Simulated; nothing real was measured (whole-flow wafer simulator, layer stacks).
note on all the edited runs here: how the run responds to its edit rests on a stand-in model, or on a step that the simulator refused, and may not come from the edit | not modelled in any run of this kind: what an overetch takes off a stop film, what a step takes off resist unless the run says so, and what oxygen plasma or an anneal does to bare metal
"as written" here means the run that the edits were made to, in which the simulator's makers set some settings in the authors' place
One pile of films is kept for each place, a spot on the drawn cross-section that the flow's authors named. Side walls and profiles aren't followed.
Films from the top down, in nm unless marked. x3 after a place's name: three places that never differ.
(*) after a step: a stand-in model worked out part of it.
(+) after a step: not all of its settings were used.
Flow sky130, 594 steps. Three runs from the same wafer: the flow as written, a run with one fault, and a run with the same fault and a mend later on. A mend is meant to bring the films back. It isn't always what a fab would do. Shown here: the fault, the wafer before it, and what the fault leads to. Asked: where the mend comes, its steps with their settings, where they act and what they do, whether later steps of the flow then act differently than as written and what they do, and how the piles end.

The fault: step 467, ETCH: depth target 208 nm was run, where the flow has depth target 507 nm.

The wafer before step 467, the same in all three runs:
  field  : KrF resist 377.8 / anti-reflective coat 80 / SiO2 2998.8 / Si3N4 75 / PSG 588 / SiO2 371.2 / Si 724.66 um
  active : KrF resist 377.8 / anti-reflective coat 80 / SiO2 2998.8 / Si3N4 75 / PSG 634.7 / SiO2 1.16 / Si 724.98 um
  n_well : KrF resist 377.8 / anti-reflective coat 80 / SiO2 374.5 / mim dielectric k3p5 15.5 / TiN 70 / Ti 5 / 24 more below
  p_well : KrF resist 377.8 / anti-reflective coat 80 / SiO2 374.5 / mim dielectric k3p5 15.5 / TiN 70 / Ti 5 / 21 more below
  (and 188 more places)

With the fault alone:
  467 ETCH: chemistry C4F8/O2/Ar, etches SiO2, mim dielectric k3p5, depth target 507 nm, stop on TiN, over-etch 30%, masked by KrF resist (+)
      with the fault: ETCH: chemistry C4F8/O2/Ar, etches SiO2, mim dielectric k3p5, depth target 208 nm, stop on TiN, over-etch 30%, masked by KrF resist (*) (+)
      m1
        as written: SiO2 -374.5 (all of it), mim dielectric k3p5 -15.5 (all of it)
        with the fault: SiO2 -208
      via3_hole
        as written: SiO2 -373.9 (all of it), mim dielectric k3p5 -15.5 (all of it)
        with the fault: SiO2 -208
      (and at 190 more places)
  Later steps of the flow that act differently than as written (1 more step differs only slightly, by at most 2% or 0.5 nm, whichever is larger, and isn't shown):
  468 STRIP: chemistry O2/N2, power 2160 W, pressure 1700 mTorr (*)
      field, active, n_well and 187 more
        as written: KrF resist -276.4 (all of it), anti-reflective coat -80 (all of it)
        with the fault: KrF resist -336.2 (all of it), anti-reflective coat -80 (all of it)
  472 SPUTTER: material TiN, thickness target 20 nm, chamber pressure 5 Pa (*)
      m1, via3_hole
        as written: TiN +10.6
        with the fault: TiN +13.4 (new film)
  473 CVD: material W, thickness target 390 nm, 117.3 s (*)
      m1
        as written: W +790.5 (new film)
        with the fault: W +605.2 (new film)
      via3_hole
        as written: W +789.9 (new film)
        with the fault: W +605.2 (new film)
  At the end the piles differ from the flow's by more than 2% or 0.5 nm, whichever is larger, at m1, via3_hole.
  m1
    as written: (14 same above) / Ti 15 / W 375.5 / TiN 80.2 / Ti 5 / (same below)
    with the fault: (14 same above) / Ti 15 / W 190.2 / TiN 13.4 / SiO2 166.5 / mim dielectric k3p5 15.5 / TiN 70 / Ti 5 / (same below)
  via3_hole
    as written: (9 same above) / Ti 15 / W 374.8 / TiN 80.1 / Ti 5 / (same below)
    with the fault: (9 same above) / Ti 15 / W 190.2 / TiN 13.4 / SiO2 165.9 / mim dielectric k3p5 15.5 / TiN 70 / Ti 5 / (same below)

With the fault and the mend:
  The mend comes after step 467.
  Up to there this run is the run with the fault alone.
  467a ETCH: chemistry C4F8/O2/Ar, etches SiO2, mim dielectric k3p5, depth target 299 nm, stop on TiN, over-etch 30%, masked by KrF resist (+) (the flow's step 467 once more, with other settings)
      field, active, n_well and 187 more
        KrF resist -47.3
      m1
        SiO2 -166.5 (all of it), mim dielectric k3p5 -15.5 (all of it)
      via3_hole
        SiO2 -165.9 (all of it), mim dielectric k3p5 -15.5 (all of it)
  Later steps of the flow that act differently than as written:
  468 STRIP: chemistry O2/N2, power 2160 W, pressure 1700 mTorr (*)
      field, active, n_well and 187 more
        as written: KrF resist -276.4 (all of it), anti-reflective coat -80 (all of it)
        with the mend: KrF resist -288.9 (all of it), anti-reflective coat -80 (all of it)
  At the end the piles are the same as the flow's at every place that both follow.
